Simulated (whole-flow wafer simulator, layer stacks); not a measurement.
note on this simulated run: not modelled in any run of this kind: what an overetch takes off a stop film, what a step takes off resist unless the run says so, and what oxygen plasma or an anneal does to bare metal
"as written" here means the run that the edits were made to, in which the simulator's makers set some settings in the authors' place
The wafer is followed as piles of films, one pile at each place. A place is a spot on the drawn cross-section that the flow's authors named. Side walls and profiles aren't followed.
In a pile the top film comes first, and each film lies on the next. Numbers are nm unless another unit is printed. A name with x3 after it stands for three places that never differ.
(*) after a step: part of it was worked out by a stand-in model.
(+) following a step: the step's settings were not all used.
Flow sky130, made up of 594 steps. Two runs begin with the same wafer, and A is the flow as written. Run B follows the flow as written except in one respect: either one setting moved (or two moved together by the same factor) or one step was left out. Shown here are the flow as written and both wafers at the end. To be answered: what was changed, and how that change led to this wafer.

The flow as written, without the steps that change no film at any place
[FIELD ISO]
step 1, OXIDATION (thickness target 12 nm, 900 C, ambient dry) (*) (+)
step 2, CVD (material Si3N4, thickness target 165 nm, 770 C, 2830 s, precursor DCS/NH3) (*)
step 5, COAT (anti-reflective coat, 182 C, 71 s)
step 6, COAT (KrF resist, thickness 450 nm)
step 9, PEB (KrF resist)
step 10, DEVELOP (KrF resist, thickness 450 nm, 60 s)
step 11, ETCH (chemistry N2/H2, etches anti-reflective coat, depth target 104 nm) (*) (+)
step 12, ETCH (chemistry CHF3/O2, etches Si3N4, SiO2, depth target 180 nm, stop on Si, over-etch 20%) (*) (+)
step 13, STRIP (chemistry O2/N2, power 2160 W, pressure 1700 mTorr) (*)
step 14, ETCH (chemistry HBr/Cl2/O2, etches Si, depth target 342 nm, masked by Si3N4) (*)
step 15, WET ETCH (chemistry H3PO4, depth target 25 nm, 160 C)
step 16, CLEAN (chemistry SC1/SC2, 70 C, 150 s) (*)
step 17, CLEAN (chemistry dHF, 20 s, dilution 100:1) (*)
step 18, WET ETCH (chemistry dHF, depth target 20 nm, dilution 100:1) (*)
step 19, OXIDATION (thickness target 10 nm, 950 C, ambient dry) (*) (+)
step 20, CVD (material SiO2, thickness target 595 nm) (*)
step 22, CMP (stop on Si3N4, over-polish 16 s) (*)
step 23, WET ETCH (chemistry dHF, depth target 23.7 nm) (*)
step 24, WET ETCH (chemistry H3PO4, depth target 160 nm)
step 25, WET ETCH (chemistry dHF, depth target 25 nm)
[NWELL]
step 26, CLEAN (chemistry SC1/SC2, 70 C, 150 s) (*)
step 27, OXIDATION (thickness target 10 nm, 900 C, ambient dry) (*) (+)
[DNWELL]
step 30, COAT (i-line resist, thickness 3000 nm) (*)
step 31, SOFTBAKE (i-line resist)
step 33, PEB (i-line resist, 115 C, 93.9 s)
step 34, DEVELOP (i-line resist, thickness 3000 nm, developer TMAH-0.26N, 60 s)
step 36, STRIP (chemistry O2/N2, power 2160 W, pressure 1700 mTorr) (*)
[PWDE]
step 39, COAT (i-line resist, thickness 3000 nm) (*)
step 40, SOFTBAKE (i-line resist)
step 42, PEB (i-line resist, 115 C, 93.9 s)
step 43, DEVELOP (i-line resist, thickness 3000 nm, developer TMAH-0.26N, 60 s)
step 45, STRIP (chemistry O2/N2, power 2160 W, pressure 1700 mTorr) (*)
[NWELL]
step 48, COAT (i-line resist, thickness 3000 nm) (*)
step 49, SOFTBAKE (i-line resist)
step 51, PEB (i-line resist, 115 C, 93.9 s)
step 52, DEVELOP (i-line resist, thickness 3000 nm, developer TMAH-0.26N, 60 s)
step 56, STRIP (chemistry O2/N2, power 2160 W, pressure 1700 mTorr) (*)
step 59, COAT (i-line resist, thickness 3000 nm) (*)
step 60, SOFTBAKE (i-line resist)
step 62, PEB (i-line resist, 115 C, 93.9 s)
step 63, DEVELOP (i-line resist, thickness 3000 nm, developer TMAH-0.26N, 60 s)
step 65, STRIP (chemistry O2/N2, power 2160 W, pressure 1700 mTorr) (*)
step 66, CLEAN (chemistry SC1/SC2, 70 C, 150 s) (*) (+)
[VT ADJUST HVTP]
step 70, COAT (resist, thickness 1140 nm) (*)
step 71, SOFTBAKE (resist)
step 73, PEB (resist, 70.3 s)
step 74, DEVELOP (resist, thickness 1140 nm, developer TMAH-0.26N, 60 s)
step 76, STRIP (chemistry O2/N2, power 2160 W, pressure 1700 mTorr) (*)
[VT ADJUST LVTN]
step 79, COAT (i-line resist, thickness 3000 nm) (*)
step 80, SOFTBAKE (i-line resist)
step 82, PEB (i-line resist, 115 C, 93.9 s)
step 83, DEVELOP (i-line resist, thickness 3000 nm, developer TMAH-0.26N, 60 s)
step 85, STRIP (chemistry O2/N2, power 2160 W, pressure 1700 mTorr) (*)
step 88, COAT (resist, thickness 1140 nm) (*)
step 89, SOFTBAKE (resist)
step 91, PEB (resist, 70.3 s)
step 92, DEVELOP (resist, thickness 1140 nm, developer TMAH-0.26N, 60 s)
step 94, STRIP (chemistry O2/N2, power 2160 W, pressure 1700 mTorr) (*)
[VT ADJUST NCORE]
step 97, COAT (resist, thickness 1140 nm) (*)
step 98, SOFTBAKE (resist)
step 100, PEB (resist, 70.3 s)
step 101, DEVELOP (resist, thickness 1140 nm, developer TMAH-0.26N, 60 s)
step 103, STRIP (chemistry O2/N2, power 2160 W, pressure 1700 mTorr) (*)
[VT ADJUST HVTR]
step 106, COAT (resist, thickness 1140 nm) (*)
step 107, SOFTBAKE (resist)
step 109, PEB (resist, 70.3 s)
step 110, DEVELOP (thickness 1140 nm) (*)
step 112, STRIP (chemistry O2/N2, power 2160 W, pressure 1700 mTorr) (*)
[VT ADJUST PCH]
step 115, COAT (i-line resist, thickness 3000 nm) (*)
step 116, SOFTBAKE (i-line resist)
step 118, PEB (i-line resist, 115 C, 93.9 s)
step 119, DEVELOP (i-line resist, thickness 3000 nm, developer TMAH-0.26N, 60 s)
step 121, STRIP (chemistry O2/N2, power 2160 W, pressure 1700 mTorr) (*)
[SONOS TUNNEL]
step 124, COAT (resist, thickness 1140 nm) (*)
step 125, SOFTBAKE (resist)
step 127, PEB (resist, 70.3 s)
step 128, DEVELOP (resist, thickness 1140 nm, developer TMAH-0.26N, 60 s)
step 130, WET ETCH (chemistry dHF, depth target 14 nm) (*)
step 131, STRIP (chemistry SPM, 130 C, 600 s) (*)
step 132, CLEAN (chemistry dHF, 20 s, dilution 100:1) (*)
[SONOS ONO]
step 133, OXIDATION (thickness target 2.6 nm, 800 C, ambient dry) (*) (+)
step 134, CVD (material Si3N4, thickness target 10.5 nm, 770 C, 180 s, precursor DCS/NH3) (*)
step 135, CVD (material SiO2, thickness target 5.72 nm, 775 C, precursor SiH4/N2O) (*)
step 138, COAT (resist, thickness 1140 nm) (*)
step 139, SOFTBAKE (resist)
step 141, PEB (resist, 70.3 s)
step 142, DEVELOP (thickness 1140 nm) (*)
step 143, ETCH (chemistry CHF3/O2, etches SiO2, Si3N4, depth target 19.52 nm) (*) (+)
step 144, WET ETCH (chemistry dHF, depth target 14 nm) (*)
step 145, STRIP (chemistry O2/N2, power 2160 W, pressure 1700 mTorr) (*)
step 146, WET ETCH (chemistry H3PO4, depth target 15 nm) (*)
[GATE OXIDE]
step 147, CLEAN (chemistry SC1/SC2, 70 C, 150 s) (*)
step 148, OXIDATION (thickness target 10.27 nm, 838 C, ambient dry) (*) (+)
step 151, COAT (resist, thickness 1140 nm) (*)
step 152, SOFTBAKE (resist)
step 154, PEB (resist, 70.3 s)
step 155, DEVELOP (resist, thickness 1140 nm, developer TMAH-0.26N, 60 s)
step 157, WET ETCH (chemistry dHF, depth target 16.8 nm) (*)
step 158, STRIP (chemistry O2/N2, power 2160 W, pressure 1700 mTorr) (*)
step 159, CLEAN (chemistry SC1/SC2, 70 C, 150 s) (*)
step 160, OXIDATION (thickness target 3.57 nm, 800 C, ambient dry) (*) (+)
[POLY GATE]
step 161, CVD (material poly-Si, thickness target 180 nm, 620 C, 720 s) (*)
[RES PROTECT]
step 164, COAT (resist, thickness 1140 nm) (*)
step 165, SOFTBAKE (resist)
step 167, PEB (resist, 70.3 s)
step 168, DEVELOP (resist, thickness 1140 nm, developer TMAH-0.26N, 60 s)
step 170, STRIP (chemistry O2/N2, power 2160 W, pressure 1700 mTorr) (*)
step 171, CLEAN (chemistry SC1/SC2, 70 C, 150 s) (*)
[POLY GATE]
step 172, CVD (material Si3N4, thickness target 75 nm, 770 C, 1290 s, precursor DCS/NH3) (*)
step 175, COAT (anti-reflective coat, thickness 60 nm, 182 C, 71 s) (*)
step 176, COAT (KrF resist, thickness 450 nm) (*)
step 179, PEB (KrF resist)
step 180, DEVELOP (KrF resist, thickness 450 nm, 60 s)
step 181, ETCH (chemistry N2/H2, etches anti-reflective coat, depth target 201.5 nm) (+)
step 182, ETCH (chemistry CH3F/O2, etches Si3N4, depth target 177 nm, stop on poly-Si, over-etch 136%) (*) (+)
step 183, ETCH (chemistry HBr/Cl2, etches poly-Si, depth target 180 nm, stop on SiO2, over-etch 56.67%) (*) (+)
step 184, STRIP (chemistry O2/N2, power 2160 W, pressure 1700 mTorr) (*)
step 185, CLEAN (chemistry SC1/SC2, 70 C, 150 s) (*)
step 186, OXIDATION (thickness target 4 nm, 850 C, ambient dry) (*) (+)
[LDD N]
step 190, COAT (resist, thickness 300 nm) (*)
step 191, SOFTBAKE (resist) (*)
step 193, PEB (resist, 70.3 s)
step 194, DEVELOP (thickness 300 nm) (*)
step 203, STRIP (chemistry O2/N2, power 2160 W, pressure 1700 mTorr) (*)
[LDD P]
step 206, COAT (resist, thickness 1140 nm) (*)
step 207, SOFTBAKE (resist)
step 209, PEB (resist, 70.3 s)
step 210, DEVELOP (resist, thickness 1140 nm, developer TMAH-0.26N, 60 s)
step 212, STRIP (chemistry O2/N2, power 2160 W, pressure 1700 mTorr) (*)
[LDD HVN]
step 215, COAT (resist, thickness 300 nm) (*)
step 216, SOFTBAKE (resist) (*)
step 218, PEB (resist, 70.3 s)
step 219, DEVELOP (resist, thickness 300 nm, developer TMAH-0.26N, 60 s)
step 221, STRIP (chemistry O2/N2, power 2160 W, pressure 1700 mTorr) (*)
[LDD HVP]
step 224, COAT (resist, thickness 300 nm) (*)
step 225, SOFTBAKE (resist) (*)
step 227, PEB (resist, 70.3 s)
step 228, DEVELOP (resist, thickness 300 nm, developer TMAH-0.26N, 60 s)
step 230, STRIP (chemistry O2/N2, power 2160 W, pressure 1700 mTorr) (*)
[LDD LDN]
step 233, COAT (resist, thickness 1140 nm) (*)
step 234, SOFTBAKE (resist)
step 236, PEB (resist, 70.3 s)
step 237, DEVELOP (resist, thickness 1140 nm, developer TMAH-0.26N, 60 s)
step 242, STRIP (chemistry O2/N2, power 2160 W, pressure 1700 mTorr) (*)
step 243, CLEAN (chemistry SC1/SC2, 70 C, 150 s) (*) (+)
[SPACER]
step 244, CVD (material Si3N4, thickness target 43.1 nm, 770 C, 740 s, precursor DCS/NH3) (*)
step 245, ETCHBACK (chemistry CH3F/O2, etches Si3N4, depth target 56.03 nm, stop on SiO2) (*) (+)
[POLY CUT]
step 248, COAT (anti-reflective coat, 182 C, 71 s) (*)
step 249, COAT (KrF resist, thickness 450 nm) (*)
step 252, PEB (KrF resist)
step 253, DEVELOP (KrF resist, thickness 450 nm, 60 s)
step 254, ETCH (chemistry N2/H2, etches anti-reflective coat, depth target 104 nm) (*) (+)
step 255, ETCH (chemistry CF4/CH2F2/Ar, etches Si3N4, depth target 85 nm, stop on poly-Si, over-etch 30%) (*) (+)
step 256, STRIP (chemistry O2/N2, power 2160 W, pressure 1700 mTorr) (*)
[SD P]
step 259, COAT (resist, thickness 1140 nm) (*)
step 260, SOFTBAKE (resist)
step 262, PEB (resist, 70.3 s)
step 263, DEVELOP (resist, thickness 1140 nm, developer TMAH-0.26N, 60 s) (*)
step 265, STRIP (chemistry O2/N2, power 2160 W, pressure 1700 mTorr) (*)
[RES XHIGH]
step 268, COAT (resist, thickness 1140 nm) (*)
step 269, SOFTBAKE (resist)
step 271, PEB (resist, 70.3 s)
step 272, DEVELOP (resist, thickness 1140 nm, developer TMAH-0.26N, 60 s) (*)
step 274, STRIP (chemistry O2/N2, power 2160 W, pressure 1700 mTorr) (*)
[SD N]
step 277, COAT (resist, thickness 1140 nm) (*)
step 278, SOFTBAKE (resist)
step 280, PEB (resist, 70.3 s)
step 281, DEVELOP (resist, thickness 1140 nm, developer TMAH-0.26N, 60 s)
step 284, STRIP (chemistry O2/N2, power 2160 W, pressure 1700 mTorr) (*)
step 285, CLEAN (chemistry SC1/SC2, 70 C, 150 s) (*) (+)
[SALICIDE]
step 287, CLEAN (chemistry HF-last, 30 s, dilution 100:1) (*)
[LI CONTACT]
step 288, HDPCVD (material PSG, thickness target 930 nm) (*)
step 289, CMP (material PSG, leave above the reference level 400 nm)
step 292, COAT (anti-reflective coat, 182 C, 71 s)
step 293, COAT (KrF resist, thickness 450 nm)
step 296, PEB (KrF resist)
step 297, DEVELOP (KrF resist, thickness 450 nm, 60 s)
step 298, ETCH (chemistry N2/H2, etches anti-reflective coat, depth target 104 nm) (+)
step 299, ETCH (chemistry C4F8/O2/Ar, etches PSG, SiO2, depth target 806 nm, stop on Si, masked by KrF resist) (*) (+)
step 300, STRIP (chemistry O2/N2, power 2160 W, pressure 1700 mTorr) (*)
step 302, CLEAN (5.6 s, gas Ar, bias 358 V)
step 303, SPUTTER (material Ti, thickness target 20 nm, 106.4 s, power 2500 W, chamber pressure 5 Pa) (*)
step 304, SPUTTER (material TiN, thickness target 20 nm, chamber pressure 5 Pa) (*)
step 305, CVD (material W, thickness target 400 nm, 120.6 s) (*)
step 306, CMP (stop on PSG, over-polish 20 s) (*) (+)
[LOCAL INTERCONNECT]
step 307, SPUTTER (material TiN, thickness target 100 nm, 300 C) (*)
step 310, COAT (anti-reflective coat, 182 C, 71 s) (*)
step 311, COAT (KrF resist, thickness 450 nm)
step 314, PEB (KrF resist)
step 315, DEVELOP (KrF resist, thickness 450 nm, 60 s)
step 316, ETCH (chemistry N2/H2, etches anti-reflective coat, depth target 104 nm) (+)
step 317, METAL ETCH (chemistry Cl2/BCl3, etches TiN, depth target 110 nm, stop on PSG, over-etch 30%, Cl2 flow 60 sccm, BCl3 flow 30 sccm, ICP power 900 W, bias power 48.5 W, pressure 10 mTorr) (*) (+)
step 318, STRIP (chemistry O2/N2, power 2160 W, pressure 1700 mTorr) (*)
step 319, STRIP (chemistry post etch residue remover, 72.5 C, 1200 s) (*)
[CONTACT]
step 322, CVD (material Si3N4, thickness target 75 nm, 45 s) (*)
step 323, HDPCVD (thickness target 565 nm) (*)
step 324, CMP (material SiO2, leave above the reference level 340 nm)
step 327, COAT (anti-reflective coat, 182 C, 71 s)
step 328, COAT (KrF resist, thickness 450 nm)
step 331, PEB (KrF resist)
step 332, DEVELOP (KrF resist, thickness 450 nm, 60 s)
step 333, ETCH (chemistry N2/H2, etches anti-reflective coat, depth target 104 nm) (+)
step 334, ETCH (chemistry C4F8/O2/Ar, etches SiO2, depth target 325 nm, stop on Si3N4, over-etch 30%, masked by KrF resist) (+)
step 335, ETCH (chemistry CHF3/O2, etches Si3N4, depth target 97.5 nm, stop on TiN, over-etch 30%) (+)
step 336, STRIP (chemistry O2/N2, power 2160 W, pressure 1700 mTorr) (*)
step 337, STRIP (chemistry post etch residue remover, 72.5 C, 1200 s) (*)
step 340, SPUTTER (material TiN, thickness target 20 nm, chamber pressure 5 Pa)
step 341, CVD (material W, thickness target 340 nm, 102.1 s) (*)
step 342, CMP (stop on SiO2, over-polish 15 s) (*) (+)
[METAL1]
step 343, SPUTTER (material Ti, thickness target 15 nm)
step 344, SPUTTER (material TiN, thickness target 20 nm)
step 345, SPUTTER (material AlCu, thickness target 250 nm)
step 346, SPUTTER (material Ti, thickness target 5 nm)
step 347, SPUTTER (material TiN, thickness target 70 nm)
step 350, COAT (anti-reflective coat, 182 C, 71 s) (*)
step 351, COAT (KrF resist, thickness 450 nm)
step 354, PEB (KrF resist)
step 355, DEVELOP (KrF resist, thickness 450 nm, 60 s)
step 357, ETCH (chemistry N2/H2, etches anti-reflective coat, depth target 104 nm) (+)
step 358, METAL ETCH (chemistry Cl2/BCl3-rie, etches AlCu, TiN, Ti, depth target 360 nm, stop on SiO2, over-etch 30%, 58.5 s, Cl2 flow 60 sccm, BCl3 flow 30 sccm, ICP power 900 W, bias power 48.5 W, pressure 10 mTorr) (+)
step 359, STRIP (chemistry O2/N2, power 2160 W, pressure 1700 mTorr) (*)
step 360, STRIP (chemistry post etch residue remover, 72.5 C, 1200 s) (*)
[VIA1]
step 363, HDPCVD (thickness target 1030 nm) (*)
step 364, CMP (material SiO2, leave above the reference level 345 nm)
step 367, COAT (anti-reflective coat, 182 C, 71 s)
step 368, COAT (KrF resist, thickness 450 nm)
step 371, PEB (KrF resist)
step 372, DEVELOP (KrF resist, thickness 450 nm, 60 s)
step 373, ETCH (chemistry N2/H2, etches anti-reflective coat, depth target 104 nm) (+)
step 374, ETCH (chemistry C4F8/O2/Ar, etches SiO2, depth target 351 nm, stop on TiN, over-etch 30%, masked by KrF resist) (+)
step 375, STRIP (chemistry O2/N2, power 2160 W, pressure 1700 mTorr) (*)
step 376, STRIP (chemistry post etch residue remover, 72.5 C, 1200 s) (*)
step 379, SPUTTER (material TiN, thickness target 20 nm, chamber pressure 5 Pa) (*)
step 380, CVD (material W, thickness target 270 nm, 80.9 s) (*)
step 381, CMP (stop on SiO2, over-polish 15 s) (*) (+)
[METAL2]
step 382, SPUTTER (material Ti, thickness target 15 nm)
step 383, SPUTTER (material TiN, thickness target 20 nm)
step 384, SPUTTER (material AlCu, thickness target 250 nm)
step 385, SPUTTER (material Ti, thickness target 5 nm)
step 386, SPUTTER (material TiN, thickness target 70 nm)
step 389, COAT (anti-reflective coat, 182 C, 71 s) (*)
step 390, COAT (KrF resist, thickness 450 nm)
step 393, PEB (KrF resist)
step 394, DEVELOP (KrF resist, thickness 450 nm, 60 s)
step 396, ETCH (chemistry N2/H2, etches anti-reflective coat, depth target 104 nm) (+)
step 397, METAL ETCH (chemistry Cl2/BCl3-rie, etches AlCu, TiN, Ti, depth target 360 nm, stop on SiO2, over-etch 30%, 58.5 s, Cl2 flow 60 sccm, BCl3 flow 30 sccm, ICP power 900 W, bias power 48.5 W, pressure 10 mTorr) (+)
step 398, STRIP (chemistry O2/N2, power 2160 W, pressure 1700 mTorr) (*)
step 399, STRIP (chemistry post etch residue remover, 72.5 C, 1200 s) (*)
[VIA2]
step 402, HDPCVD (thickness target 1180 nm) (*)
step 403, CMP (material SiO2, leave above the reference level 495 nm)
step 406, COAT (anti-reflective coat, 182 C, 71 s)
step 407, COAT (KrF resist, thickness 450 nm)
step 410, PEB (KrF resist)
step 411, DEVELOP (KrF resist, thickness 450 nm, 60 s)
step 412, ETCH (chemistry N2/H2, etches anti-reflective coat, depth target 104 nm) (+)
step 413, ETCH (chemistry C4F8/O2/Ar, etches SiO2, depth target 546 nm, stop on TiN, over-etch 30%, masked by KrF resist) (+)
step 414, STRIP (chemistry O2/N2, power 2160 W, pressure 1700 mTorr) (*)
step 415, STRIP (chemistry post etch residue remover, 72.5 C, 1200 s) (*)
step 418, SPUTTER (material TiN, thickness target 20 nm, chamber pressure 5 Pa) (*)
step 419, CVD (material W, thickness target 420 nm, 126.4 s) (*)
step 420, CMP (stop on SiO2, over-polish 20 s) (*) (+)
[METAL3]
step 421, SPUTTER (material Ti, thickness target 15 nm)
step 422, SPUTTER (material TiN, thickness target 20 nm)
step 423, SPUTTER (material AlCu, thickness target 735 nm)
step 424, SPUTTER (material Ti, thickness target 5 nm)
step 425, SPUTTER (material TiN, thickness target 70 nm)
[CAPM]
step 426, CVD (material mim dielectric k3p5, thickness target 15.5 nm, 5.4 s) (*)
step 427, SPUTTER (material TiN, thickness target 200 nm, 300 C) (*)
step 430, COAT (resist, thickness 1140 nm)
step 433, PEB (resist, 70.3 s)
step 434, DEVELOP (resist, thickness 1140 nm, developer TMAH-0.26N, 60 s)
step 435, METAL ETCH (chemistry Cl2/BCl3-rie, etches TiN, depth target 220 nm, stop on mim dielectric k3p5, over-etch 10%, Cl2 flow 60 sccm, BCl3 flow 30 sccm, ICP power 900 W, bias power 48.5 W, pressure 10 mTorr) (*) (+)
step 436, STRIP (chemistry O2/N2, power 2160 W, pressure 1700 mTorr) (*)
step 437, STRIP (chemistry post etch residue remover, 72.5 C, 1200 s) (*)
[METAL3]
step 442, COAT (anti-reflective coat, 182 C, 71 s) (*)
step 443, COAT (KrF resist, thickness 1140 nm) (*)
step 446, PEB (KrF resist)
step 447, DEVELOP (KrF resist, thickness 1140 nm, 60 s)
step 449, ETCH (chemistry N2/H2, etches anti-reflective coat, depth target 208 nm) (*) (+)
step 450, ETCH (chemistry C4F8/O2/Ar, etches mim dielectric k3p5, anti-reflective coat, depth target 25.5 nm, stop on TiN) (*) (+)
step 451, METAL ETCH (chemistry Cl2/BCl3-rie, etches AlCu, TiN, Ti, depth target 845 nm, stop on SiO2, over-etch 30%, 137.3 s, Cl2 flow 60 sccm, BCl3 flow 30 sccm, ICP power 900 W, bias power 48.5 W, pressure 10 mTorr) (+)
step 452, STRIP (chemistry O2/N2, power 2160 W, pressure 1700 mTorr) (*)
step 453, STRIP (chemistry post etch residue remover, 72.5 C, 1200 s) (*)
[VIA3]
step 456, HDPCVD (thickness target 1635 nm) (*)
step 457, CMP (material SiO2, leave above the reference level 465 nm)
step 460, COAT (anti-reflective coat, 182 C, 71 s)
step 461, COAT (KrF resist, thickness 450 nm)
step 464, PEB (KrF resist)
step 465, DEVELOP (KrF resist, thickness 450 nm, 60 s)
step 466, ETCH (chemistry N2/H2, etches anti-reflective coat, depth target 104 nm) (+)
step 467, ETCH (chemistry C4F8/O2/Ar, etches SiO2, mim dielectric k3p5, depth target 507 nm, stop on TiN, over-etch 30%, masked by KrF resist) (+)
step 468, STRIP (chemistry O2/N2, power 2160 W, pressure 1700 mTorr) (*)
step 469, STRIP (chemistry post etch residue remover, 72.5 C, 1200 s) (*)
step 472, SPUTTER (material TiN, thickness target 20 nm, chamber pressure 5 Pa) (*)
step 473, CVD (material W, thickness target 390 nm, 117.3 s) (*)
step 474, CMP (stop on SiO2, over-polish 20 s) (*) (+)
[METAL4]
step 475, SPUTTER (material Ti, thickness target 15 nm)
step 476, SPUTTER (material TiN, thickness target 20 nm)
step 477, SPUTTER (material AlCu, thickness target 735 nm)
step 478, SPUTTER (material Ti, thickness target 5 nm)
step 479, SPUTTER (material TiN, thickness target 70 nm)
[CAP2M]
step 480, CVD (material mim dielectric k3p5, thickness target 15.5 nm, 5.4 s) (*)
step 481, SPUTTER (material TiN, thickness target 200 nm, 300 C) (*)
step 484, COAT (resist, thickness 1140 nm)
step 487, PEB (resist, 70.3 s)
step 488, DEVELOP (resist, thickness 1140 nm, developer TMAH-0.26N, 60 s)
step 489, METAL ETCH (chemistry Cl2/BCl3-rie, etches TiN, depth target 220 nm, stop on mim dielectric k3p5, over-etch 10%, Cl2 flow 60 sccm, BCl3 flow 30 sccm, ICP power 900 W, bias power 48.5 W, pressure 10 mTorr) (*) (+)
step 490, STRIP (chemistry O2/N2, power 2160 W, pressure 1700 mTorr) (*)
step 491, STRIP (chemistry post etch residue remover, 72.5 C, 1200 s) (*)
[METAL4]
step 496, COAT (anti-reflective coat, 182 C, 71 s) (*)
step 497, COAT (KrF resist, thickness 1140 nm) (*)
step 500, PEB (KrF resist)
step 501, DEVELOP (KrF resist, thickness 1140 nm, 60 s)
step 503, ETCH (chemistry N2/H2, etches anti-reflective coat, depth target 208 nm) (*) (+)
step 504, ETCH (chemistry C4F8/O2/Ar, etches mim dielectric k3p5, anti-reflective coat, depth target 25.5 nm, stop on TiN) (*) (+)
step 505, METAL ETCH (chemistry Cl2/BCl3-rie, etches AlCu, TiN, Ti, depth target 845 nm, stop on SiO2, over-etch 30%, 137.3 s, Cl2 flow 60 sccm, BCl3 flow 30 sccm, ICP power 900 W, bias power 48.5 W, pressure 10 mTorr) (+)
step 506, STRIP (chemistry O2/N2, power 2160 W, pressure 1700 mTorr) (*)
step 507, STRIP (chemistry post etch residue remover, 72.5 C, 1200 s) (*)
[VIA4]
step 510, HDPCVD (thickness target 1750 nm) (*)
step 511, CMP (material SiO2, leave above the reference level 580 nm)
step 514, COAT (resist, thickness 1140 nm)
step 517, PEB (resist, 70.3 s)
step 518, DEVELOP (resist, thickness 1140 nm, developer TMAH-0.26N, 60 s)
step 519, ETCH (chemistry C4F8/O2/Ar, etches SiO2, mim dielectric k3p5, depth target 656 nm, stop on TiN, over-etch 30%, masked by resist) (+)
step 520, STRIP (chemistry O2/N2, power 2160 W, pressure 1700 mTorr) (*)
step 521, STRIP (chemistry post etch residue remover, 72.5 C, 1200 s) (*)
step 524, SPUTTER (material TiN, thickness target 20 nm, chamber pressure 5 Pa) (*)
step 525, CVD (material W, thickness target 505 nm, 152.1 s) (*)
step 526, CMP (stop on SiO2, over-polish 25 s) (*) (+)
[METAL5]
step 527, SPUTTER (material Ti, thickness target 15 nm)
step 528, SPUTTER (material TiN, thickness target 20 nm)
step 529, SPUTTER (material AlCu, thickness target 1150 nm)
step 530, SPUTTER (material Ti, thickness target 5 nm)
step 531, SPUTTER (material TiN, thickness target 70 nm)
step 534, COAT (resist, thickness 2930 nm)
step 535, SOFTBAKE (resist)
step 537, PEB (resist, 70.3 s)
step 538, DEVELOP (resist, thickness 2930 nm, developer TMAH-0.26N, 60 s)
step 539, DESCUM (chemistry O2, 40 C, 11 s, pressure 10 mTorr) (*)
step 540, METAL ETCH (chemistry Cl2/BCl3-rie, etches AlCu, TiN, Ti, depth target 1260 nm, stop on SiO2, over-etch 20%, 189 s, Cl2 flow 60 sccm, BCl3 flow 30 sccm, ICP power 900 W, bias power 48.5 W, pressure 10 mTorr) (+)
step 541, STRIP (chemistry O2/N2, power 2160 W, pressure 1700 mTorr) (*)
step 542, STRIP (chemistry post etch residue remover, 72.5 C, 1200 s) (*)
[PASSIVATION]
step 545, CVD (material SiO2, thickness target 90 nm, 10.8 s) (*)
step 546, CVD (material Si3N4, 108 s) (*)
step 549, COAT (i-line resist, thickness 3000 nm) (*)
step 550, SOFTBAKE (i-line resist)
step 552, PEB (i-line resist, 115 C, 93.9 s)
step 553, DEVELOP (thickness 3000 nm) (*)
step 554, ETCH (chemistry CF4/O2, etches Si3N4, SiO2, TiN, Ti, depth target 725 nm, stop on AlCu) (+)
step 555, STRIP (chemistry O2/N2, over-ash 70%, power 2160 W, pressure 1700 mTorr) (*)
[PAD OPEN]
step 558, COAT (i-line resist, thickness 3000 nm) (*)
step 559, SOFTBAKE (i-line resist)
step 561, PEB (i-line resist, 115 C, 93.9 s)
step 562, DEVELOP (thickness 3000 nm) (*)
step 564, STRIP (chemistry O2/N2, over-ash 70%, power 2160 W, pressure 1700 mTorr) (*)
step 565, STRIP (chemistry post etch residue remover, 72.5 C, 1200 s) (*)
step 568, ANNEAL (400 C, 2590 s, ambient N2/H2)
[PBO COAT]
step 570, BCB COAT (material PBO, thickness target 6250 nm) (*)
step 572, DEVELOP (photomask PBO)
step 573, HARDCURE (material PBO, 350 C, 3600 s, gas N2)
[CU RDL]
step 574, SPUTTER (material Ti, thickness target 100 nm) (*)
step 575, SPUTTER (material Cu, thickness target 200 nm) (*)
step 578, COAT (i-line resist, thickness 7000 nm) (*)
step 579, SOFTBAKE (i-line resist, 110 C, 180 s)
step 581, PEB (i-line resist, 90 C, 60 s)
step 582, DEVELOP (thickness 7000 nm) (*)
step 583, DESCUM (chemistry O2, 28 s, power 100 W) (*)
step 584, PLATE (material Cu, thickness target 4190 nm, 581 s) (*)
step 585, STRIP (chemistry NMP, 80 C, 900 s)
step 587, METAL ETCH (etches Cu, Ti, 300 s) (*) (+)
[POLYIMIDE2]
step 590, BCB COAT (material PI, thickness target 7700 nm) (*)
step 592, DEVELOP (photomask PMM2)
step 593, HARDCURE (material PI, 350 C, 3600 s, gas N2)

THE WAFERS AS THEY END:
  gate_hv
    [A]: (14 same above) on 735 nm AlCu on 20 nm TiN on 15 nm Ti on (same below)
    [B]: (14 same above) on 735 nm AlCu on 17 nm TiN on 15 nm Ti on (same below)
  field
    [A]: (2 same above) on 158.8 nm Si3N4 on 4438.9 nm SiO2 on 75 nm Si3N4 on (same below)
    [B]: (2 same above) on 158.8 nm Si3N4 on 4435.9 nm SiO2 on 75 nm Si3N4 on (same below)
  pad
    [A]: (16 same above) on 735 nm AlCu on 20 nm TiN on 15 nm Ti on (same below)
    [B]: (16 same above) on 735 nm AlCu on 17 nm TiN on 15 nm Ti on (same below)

The reason: step 422, SPUTTER: thickness target 17 nm was run, whereas the flow has thickness target 20 nm.
One can read it off the wafer: gate_hv has TiN 17, and step 422 as written asks for 20 nm.

The path from the change to this, step by step:
  step 422, SPUTTER (material TiN, thickness target 20 nm)
      field, active, n_well and 188 more: A +20 TiN (new film) | B +17 TiN (new film)
  step 451, METAL ETCH (chemistry Cl2/BCl3-rie, etches AlCu, TiN, Ti, depth target 845 nm, stop on SiO2, over-etch 30%, 137.3 s, Cl2 flow 60 sccm, BCl3 flow 30 sccm, ICP power 900 W, bias power 48.5 W, pressure 10 mTorr) (+)
      field, gate, spacer and 61 more: A -70 TiN (all of it), -5 Ti (all of it), -735 AlCu (all of it), -20 TiN (all of it), -15 Ti (all of it), -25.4 SiO2 | B -70 TiN (all of it), -5 Ti (all of it), -735 AlCu (all of it), -17 TiN (all of it), -15 Ti (all of it), -25.6 SiO2
      vpp_ln, vpp_iso2, ndiff_ln, ndiff_cd, via1_hole, via1_enc, via_li1, m2_ln_cd: A -70 TiN (all of it), -5 Ti (all of it), -735 AlCu (all of it), -20 TiN (all of it), -15 Ti (all of it), -25.3 SiO2 | B -70 TiN (all of it), -5 Ti (all of it), -735 AlCu (all of it), -17 TiN (all of it), -15 Ti (all of it), -25.6 SiO2
      (and at 13 other places as well)
